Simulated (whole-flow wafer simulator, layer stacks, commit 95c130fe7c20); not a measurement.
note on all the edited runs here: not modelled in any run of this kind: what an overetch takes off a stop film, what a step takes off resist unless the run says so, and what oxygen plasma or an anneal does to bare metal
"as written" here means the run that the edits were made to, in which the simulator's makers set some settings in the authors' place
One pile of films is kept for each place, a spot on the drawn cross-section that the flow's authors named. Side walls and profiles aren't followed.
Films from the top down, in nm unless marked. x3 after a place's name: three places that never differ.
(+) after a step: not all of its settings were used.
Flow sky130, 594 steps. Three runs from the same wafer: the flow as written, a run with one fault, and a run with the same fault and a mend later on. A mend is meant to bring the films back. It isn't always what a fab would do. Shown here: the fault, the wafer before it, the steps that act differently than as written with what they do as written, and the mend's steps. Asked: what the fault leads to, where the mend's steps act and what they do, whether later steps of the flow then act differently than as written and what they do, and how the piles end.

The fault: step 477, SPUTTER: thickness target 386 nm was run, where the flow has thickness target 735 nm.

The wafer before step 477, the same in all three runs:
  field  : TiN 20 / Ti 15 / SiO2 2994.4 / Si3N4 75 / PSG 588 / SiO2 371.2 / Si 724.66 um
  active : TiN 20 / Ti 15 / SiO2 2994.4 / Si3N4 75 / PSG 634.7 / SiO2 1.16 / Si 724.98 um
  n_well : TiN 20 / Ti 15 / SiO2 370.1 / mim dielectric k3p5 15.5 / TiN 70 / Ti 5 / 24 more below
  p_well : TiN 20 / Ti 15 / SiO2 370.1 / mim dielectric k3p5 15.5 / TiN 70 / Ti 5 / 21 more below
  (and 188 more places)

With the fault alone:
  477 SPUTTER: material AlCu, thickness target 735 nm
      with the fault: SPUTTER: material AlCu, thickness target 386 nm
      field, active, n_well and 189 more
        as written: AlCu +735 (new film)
        with the fault: AlCu +386 (new film)
  Later steps of the flow that act differently than as written (4 more steps differ only slightly, by at most 2% or 0.5 nm, whichever is larger, and aren't shown):
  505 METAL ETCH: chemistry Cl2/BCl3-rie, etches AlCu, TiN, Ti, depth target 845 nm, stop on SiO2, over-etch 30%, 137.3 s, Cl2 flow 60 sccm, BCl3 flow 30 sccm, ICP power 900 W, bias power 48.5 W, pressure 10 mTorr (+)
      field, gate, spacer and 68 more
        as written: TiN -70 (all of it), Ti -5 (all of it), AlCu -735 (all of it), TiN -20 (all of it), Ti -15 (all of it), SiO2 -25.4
        with the fault: TiN -70 (all of it), Ti -5 (all of it), AlCu -386 (all of it), TiN -20 (all of it), Ti -15 (all of it), SiO2 -60.2
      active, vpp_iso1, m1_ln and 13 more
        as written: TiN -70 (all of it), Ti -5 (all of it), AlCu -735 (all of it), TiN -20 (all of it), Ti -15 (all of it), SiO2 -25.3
        with the fault: TiN -70 (all of it), Ti -5 (all of it), AlCu -386 (all of it), TiN -20 (all of it), Ti -15 (all of it), SiO2 -60.2
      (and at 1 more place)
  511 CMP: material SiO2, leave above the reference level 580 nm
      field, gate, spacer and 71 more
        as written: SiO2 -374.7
        with the fault: SiO2 -688.8
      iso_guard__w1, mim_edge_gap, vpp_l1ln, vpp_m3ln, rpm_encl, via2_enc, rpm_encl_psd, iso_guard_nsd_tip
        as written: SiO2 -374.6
        with the fault: SiO2 -688.8
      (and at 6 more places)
  At the end the piles differ from the flow's by more than 2% or 0.5 nm, whichever is larger, at field, active, n_well and 190 more.
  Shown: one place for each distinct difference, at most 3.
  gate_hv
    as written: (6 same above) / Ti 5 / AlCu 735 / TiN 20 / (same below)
    with the fault: (6 same above) / Ti 5 / AlCu 386 / TiN 20 / (same below)
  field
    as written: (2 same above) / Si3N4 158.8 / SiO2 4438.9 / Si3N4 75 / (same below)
    with the fault: (2 same above) / Si3N4 158.8 / SiO2 4089.9 / Si3N4 75 / (same below)
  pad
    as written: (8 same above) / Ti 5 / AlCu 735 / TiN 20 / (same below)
    with the fault: (8 same above) / Ti 5 / AlCu 386 / TiN 20 / (same below)

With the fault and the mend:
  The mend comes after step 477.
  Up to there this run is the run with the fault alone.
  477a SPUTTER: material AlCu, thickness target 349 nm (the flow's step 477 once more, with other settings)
      field, active, n_well and 189 more
        AlCu +349
  No later step of the flow acts differently than as written at any place that is followed.
  At the end the piles are the same as the flow's at every place that both follow.
